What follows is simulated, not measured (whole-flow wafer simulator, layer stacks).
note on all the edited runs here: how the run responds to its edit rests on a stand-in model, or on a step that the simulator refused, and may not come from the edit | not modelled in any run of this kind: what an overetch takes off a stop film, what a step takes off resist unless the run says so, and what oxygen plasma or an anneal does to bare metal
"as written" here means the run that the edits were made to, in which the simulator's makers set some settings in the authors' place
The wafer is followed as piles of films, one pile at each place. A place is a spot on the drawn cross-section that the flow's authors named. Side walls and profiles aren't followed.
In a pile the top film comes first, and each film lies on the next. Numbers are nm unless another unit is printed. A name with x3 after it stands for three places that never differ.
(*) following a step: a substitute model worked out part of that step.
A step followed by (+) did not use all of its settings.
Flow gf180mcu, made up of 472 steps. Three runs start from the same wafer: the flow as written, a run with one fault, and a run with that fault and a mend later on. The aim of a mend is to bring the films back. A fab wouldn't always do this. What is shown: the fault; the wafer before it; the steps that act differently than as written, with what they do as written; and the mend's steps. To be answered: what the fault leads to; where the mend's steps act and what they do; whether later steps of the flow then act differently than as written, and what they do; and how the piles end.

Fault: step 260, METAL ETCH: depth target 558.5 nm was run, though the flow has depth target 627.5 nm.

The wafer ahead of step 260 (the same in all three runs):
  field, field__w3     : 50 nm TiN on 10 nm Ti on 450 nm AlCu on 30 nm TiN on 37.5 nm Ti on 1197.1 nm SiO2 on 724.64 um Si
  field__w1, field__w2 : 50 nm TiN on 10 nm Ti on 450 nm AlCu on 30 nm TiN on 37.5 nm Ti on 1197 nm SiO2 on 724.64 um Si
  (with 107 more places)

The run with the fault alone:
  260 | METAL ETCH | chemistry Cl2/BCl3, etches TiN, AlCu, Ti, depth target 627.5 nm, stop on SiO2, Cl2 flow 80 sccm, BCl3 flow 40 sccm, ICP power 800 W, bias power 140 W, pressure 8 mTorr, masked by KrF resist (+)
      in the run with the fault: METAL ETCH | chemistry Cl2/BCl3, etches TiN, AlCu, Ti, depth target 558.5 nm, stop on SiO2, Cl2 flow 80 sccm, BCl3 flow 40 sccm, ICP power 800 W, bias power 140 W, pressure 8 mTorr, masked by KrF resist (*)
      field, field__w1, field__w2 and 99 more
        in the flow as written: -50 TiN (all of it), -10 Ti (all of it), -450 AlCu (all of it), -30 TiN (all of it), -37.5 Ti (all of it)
        in the run with the fault: -50 TiN (all of it), -10 Ti (all of it), -450 AlCu (all of it), -30 TiN (all of it), -18.5 Ti
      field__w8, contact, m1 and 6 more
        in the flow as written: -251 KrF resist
        in the run with the fault: -223.4 KrF resist
  Steps further on in the flow that do not act as written:
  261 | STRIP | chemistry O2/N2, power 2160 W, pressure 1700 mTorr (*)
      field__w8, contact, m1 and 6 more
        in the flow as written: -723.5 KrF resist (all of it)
        in the run with the fault: -751.1 KrF resist (all of it)
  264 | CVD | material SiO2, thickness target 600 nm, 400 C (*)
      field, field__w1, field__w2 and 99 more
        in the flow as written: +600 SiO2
        in the run with the fault: +600 SiO2 (new film)
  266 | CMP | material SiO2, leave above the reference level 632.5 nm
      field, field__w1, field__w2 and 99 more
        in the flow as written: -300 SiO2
        in the run with the fault: -319 SiO2
  At field, field__w1, field__w2 and 100 more, the piles at the end differ from the flow's by more than 2% or 0.5 nm, whichever is larger.
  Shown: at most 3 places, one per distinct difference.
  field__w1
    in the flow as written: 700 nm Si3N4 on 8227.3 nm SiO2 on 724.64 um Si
    in the run with the fault: 700 nm Si3N4 on 7011.2 nm SiO2 on 19 nm Ti on 1197 nm SiO2 on 724.64 um Si
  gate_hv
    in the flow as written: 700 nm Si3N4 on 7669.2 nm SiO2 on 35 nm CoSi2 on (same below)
    in the run with the fault: 700 nm Si3N4 on 7011.2 nm SiO2 on 19 nm Ti on 638.9 nm SiO2 on 35 nm CoSi2 on (same below)
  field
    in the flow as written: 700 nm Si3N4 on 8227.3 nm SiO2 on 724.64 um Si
    in the run with the fault: 700 nm Si3N4 on 7011.2 nm SiO2 on 19 nm Ti on 1197.1 nm SiO2 on 724.64 um Si

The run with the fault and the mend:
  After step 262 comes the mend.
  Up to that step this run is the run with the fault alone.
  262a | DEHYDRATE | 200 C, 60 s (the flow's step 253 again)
      leaves every film unchanged at each place that is followed
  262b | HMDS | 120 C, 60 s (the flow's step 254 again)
      leaves every film unchanged at each place that is followed
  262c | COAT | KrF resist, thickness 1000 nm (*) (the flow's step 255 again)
      iso_ptap_pw, iso_ntap_nw, iso_nw_fld and 33 more
        +1000 KrF resist (new film)
      field__w2, field__w3, field__w7 and 14 more
        +1003.6 KrF resist (new film)
      ld_acc_p, ld_fp_p, ld_drift_p, ld_drn_p, ld_body_p_dnw, nw_enc_fld, nw_enc_fld__w1
        +1003.2 KrF resist (new film)
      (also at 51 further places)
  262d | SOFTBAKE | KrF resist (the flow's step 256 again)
      leaves every film unchanged at each place that is followed
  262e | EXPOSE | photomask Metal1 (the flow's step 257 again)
      leaves every film unchanged at each place that is followed
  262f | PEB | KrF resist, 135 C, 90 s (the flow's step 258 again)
      field__w1, field__w2, field__w3 and 55 more
        -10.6 KrF resist
      iso_ptap_pw, iso_ntap_nw, iso_nw_fld and 33 more
        -10.5 KrF resist
      gate_hv, sd_p, nw_enc_fld_lv__w3
        -10.7 KrF resist
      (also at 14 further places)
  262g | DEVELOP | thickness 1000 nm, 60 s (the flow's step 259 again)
      iso_ptap_pw, iso_ntap_nw, iso_nw_fld and 33 more
        -989.5 KrF resist (all of it)
      field__w2, field__w3, field__w7 and 16 more
        -993 KrF resist (all of it)
      field__w8, contact, m1 and 6 more
        -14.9 KrF resist
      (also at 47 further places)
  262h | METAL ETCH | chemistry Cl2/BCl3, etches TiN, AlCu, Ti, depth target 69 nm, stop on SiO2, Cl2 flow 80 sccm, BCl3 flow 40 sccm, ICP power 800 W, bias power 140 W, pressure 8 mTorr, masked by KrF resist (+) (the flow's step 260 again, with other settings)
      field, field__w1, field__w2 and 99 more
        -19 Ti (all of it)
      field__w8, contact, m1 and 6 more
        -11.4 KrF resist
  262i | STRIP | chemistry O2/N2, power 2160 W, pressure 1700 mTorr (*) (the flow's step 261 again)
      field__w8
        -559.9 KrF resist (all of it)
      contact
        -557.8 KrF resist (all of it)
      m1
        -561.4 KrF resist (all of it)
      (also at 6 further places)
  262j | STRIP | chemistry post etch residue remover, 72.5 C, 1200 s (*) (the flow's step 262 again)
      field__w8, contact, m1 and 6 more
        -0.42 TiN
  Later steps of the flow that are run all act as written at every place that is followed, up to a difference of at most 2% or 0.5 nm, whichever is larger.
  At the end the piles are close to the flow's at the places that both follow, differing by at most 2% or 0.5 nm, whichever is larger.
